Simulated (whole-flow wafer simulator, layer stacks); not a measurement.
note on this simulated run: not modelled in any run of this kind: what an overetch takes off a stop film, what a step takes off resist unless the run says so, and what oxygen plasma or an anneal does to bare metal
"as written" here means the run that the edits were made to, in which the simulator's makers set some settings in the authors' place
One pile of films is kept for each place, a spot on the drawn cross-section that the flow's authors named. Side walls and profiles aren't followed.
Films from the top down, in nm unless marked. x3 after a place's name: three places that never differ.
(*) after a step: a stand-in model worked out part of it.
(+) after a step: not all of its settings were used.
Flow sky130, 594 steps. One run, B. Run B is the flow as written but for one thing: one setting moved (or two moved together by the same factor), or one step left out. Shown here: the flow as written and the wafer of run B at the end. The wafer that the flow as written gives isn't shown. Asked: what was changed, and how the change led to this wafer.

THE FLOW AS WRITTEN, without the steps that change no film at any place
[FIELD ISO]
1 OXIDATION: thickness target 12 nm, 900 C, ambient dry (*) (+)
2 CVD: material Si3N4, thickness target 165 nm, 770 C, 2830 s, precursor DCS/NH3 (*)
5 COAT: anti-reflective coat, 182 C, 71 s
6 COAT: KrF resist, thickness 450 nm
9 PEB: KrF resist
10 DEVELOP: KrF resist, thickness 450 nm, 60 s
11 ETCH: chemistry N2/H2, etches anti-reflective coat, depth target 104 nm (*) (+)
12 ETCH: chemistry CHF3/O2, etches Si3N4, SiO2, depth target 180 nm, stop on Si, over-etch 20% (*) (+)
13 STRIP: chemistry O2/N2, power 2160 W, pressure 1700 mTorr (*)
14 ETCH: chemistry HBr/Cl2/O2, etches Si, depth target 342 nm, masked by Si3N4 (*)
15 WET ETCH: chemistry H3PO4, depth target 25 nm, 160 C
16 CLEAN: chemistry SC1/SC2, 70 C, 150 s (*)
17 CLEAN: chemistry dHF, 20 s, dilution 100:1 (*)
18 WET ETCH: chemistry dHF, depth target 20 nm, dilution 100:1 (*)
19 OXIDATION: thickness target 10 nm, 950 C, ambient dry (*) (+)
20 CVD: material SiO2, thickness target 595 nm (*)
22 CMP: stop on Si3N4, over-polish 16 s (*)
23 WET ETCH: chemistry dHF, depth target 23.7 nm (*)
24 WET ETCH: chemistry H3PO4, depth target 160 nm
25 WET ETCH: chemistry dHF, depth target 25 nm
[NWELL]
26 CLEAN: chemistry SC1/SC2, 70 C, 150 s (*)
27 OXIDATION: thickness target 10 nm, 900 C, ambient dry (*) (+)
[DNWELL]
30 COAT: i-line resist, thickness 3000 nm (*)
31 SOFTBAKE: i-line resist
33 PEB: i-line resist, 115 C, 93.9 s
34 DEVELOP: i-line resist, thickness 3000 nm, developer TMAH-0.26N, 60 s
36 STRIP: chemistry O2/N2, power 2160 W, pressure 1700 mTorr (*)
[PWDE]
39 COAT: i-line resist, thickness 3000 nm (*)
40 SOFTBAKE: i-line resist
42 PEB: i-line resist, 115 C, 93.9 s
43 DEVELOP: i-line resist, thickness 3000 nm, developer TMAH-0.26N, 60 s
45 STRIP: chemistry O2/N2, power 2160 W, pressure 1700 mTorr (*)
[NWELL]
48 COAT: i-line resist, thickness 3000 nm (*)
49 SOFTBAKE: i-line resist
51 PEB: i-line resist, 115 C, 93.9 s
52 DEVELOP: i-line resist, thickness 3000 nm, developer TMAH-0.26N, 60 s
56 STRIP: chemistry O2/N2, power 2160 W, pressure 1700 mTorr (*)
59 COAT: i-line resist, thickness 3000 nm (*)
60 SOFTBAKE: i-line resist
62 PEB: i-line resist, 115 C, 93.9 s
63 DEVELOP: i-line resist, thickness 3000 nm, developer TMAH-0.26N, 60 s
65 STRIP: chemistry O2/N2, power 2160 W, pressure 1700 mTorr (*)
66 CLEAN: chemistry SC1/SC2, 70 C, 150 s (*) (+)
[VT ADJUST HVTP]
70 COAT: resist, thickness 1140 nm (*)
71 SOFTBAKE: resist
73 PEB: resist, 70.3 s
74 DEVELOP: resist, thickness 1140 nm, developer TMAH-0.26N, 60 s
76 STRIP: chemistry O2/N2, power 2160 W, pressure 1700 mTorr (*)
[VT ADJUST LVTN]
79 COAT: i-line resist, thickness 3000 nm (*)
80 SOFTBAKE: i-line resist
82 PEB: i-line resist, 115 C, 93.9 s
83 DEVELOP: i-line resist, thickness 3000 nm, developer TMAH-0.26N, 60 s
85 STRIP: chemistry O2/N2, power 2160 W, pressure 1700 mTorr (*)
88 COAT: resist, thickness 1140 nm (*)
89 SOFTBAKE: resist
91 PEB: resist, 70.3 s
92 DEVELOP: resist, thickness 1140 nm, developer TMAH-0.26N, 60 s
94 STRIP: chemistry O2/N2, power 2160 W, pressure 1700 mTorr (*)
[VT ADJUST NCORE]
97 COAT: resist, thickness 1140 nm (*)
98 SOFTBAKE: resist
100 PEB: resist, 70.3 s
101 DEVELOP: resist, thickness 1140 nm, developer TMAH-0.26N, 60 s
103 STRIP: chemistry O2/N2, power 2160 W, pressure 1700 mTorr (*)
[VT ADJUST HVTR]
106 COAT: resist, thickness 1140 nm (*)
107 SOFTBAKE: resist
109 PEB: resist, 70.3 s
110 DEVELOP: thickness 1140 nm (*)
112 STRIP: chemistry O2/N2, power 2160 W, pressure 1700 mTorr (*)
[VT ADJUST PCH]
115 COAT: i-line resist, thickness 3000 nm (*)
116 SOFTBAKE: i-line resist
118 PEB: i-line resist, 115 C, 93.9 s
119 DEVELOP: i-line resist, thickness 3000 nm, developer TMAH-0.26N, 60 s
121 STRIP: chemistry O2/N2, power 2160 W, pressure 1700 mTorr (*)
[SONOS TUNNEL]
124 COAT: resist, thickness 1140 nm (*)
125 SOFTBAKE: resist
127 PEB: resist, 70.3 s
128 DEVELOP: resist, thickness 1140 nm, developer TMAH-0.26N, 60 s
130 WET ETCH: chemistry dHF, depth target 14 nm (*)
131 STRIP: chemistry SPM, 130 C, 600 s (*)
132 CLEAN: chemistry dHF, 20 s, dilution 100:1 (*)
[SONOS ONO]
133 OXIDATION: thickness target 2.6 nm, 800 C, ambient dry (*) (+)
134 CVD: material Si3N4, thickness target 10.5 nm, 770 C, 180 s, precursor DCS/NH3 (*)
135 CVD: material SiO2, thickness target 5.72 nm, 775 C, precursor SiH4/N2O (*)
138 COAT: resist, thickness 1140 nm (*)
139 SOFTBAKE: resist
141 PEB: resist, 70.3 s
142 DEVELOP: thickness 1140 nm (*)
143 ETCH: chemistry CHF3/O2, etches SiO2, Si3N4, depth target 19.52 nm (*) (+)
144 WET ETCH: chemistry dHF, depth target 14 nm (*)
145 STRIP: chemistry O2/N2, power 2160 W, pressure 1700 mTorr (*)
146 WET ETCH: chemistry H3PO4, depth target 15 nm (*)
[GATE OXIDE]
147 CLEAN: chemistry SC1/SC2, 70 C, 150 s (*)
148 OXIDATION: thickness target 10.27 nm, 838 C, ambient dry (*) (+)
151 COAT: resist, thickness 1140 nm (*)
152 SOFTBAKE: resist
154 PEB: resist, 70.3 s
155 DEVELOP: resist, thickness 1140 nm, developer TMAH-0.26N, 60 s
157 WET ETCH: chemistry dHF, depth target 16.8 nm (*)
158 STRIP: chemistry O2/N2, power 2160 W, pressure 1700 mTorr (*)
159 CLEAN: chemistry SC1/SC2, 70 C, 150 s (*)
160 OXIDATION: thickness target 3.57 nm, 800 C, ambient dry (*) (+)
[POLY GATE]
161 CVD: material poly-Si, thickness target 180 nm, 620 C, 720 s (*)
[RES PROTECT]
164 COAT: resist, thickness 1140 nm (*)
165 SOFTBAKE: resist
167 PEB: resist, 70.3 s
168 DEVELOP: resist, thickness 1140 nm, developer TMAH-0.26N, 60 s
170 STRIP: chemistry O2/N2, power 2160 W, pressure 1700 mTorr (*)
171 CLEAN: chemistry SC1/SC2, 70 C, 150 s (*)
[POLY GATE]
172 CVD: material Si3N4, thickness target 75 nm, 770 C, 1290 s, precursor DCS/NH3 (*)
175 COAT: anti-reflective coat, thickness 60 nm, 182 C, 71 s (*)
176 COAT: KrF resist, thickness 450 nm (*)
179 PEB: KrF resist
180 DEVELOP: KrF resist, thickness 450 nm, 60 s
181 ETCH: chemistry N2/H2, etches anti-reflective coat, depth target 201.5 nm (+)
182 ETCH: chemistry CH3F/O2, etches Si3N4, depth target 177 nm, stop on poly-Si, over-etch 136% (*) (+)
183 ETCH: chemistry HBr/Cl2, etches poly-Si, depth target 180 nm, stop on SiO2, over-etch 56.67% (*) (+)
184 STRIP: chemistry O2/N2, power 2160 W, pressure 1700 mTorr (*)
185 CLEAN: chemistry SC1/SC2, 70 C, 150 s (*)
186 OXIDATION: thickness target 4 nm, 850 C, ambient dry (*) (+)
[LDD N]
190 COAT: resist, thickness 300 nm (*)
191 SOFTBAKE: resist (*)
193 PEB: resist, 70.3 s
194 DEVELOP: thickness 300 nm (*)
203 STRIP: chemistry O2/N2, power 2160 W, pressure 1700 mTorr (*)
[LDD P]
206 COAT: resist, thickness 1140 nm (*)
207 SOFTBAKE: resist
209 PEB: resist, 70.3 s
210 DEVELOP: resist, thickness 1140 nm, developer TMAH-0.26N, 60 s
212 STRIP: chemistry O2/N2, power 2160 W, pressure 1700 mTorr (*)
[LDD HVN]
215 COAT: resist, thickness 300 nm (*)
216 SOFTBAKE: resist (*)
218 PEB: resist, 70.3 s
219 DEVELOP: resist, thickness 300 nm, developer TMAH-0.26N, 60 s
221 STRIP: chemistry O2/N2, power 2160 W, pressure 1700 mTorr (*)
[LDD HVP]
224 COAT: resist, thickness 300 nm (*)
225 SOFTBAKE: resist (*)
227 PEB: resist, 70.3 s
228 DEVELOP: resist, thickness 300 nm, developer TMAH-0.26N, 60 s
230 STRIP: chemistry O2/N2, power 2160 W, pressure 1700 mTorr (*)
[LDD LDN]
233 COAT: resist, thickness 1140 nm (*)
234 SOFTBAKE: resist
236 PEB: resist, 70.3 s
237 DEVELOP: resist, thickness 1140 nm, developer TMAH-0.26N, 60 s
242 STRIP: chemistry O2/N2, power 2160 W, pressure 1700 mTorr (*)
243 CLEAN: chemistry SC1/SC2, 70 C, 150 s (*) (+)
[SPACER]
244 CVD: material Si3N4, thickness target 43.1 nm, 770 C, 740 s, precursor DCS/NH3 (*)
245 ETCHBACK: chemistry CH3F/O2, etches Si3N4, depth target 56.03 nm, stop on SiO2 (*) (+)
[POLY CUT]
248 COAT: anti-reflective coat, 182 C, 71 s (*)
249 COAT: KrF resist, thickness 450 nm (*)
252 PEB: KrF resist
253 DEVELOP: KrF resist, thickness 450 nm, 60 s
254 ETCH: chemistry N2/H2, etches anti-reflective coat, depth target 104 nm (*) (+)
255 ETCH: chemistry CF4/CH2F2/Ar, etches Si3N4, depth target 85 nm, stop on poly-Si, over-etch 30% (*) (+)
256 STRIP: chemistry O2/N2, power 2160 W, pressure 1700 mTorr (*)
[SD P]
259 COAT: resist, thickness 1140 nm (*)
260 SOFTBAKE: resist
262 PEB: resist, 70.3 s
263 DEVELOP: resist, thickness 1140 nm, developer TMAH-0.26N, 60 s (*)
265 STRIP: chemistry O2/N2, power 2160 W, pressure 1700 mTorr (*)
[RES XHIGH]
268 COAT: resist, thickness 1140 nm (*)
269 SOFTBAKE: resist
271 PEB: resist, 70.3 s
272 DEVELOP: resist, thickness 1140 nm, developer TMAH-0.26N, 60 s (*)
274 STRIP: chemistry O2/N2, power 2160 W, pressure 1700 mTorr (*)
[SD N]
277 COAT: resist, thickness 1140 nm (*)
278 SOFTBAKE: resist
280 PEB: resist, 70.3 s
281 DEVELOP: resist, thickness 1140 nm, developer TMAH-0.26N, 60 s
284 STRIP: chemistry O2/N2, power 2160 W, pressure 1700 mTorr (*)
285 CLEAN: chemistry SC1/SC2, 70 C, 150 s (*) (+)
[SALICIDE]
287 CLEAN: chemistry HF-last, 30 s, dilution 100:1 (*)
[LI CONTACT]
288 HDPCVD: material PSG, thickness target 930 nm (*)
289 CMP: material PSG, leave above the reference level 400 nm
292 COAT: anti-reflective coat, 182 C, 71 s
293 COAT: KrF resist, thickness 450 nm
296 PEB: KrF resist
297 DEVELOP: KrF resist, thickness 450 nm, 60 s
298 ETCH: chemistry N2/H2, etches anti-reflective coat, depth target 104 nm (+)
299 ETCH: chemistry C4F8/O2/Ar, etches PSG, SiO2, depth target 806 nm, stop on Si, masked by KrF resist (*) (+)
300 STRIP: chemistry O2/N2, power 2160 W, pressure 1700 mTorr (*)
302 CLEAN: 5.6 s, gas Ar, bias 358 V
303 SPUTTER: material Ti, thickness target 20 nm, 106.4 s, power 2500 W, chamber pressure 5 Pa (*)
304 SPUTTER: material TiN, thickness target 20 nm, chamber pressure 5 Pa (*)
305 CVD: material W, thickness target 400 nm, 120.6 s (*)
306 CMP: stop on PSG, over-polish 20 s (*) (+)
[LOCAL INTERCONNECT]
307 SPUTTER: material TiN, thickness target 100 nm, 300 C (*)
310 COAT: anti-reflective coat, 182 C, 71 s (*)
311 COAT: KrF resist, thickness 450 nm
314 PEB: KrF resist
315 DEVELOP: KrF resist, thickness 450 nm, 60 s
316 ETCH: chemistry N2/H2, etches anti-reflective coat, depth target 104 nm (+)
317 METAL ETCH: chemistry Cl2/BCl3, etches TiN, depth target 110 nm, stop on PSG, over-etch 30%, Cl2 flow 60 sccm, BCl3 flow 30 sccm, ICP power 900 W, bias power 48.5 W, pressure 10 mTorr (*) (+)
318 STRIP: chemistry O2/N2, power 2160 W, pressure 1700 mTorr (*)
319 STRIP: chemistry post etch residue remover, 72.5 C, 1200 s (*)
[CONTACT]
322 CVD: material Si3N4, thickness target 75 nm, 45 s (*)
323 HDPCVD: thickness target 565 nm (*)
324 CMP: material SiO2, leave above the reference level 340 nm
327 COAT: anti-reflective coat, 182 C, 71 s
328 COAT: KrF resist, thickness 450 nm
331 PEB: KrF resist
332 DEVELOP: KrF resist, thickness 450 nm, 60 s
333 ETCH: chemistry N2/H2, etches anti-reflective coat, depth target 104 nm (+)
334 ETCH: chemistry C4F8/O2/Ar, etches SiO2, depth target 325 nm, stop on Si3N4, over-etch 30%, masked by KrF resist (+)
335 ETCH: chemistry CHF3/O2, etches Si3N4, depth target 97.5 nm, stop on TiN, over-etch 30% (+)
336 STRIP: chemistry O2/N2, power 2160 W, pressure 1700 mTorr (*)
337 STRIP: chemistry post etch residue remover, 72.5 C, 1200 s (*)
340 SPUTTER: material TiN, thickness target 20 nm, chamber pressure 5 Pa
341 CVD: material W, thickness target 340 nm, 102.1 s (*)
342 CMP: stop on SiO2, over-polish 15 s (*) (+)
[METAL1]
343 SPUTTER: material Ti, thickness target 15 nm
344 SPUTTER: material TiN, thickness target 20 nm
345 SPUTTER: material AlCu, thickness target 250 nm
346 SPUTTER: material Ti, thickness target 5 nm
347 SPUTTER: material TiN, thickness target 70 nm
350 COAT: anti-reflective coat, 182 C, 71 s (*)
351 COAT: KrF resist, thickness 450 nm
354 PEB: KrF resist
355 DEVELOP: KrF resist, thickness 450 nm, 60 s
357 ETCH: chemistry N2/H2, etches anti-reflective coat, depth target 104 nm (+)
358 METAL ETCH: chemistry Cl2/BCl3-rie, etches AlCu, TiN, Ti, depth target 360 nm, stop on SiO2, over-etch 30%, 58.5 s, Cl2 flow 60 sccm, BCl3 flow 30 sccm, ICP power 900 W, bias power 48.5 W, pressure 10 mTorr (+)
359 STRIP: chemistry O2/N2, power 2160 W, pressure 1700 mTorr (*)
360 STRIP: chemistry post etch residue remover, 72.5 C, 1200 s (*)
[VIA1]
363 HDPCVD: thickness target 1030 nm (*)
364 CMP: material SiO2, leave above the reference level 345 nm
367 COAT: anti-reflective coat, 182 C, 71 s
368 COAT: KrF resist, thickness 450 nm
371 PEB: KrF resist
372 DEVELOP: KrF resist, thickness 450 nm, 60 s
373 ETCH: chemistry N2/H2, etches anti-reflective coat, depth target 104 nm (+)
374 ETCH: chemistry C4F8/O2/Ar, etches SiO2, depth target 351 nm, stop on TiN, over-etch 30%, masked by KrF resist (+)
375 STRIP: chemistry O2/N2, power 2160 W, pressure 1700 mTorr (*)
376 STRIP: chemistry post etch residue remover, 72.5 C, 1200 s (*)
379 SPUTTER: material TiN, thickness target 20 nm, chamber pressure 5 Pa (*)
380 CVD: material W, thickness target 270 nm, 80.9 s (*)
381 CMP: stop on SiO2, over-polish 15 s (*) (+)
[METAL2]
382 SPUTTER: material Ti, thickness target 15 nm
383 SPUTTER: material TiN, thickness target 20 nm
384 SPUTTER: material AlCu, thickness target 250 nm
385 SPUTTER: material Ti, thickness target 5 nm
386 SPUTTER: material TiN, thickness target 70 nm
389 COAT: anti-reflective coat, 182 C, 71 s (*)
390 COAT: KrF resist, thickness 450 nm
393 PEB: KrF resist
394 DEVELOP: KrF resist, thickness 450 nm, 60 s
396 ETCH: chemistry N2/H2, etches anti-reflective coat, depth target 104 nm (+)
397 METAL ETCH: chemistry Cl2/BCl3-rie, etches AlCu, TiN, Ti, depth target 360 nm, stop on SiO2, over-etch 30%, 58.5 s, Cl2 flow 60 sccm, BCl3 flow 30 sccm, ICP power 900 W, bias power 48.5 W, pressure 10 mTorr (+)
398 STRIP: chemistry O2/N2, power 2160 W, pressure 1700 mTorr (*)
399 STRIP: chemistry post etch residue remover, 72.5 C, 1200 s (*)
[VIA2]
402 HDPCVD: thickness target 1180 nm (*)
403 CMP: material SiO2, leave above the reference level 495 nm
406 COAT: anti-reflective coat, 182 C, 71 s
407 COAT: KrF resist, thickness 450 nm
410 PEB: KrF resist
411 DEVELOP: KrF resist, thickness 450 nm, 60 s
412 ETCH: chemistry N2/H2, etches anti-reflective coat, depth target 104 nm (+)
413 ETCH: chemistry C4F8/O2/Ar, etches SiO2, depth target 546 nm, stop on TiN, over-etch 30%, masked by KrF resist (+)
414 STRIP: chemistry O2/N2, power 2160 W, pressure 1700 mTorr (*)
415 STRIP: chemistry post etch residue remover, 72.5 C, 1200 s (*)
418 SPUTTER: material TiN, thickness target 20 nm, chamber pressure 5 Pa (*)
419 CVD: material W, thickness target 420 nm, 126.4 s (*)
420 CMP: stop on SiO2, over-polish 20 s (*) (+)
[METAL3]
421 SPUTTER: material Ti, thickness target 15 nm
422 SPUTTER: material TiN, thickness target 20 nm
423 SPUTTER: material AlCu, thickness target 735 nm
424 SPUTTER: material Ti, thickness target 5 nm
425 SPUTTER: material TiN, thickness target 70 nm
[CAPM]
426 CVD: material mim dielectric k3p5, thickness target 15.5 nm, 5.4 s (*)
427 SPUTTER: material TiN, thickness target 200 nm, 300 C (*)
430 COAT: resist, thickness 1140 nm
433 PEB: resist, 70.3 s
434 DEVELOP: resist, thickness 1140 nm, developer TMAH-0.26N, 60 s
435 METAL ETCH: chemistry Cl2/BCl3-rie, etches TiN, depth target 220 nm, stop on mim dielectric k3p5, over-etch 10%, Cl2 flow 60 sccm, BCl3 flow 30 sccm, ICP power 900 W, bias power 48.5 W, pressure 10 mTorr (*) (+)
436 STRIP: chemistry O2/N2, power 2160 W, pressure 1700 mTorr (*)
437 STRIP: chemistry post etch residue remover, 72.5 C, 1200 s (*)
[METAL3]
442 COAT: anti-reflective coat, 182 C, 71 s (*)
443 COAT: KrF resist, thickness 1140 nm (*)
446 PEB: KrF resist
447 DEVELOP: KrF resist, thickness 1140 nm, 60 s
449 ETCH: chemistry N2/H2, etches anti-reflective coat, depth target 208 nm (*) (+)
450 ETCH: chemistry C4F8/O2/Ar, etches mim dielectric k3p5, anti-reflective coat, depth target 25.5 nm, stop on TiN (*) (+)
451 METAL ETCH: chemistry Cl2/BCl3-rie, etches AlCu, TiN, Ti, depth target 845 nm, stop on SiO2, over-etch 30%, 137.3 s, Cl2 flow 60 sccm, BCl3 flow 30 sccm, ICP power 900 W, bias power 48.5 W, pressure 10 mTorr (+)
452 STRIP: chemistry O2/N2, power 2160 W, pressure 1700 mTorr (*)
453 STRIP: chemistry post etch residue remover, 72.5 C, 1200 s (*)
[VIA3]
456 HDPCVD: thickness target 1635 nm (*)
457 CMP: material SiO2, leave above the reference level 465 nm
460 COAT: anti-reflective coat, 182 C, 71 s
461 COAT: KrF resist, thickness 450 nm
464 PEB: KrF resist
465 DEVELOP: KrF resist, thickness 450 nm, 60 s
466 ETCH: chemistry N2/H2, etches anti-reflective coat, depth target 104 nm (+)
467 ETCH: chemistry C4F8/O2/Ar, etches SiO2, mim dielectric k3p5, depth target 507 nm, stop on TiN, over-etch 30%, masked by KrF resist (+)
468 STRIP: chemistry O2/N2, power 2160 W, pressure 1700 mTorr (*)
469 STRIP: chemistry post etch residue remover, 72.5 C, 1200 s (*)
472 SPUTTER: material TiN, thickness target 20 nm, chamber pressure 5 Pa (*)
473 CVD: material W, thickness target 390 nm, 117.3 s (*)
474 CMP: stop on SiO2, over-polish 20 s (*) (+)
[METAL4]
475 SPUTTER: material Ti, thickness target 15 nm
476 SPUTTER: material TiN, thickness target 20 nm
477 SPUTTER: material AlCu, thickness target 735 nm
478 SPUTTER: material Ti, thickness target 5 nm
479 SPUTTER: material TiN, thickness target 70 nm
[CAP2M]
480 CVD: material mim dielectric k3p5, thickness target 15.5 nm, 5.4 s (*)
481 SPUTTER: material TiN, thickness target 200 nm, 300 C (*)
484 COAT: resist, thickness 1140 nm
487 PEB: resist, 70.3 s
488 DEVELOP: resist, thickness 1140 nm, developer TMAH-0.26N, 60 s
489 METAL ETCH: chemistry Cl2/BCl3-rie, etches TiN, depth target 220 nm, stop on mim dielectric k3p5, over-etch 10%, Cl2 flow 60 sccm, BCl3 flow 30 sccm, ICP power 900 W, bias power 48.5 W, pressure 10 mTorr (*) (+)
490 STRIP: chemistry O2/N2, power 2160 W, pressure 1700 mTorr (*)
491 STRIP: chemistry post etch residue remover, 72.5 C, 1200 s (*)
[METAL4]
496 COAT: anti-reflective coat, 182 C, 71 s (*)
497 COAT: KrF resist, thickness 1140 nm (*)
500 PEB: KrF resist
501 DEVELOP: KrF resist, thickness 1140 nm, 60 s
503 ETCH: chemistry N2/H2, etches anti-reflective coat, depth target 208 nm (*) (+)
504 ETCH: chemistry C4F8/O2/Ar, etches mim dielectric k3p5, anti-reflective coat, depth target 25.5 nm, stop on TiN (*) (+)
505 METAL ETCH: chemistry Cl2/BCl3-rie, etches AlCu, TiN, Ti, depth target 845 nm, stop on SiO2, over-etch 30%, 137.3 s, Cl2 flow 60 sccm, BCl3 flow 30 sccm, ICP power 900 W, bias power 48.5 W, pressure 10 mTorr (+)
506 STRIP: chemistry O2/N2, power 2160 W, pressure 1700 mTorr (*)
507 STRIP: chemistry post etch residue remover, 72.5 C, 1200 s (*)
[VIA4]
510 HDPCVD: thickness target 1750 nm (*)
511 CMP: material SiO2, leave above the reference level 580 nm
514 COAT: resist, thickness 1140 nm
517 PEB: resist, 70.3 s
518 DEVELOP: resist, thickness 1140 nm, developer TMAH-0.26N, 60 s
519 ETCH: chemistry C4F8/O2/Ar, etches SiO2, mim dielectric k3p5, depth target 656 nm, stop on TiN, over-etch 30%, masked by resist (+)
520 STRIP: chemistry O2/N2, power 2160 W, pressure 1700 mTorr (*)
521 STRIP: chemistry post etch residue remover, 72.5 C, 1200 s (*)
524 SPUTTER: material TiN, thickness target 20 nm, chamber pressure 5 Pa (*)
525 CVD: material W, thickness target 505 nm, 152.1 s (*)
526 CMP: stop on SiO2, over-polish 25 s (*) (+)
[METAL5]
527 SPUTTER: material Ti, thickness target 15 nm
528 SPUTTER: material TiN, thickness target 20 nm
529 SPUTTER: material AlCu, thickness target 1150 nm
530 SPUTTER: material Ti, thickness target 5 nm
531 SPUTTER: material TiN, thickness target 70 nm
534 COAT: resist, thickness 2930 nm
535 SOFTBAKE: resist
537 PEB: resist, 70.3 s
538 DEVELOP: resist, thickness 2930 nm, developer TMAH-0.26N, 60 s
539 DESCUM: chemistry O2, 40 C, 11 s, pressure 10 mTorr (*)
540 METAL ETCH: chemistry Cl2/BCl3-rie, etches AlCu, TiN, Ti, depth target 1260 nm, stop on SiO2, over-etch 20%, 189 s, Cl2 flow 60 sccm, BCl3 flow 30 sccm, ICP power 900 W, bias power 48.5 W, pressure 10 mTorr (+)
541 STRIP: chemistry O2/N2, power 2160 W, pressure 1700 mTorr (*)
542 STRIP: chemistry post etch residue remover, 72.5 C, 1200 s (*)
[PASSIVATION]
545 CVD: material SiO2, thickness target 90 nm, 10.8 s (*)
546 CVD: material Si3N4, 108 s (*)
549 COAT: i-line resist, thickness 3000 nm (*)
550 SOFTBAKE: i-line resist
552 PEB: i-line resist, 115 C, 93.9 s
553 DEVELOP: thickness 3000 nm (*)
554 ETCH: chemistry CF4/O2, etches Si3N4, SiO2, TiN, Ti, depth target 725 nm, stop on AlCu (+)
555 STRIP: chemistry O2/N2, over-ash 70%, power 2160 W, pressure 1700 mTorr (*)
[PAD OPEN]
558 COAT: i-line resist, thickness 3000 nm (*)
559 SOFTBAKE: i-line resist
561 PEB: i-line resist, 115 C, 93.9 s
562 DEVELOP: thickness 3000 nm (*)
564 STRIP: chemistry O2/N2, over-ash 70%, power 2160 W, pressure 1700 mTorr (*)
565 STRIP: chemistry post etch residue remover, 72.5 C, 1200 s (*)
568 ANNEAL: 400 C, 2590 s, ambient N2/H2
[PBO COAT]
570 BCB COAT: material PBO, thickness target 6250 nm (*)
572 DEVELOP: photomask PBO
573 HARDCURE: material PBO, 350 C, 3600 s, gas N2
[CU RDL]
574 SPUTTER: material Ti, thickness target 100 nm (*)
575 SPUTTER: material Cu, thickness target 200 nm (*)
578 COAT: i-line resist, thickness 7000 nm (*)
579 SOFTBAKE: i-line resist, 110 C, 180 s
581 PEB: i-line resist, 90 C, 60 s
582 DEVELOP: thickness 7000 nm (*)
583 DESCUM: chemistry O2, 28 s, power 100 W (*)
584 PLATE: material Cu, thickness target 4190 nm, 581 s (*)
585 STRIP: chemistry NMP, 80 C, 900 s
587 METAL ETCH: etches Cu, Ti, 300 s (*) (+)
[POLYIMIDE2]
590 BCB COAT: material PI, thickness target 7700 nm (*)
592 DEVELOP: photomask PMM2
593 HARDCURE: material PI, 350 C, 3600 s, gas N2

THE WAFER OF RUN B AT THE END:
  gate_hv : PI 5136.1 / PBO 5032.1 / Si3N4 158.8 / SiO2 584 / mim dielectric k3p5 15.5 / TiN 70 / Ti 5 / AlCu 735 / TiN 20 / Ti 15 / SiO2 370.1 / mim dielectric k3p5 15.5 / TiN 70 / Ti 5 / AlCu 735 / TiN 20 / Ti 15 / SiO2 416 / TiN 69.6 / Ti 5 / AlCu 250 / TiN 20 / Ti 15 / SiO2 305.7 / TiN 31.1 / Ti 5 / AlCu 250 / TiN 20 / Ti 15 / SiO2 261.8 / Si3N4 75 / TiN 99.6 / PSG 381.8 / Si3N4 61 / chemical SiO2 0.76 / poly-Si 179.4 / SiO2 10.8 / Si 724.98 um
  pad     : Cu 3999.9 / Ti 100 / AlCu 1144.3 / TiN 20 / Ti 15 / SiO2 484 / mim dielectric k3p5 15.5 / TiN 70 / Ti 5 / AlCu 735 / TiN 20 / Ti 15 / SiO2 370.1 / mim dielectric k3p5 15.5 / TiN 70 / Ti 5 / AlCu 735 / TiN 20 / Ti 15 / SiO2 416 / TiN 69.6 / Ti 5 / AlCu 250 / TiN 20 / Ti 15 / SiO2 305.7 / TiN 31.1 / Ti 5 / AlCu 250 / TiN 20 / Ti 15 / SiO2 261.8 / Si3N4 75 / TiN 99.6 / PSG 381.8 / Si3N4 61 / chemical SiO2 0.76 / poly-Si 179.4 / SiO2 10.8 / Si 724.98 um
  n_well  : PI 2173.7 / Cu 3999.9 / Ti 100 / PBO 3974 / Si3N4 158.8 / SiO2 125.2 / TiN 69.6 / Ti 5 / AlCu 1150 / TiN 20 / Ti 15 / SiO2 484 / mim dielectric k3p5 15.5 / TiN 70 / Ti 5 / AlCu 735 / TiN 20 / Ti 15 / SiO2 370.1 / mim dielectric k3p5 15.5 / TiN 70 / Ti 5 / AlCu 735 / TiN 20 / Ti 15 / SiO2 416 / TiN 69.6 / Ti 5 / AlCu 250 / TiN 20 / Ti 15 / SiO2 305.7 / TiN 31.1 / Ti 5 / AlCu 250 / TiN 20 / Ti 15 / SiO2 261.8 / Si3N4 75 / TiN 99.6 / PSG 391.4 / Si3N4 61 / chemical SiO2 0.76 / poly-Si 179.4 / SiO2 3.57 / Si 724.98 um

The cause: step 347, SPUTTER: thickness target 31.5 nm was run, where the flow has thickness target 70 nm.

How the change led to this, step by step:
  347 SPUTTER: material TiN, thickness target 70 nm
      field, active, n_well and 188 more: TiN +31.5 (new film) (as written it would be: TiN +70 (new film))
  358 METAL ETCH: chemistry Cl2/BCl3-rie, etches AlCu, TiN, Ti, depth target 360 nm, stop on SiO2, over-etch 30%, 58.5 s, Cl2 flow 60 sccm, BCl3 flow 30 sccm, ICP power 900 W, bias power 48.5 W, pressure 10 mTorr (+)
      field, active, gate and 81 more: TiN -30.2 (all of it), Ti -5 (all of it), AlCu -250 (all of it), TiN -20 (all of it), Ti -15 (all of it), SiO2 -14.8 (as written it would be: TiN -68.7 (all of it), Ti -5 (all of it), AlCu -250 (all of it), TiN -20 (all of it), Ti -15 (all of it), SiO2 -10.9)
  364 CMP: material SiO2, leave above the reference level 345 nm
      n_well, p_well, gate_hv and 100 more: SiO2 -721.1 (as written it would be: SiO2 -759.6)
      poly_licon, ndiff_licon, ndiff_licon_cpp, rpo_hd_licon: SiO2 -720.5 (as written it would be: SiO2 -759)
  374 ETCH: chemistry C4F8/O2/Ar, etches SiO2, depth target 351 nm, stop on TiN, over-etch 30%, masked by KrF resist (+)
      m1, via1_hole: SiO2 -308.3 (all of it) (as written it would be: SiO2 -269.8 (all of it))
  379 SPUTTER: material TiN, thickness target 20 nm, chamber pressure 5 Pa (*)
      m1: TiN +10.3 (as written it would be: TiN +11)
      via1_hole: TiN +10.2 (as written it would be: TiN +10.9)
  380 CVD: material W, thickness target 270 nm, 80.9 s (*)
      m1, via1_hole: W +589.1 (new film) (as written it would be: W +549.9 (new film))
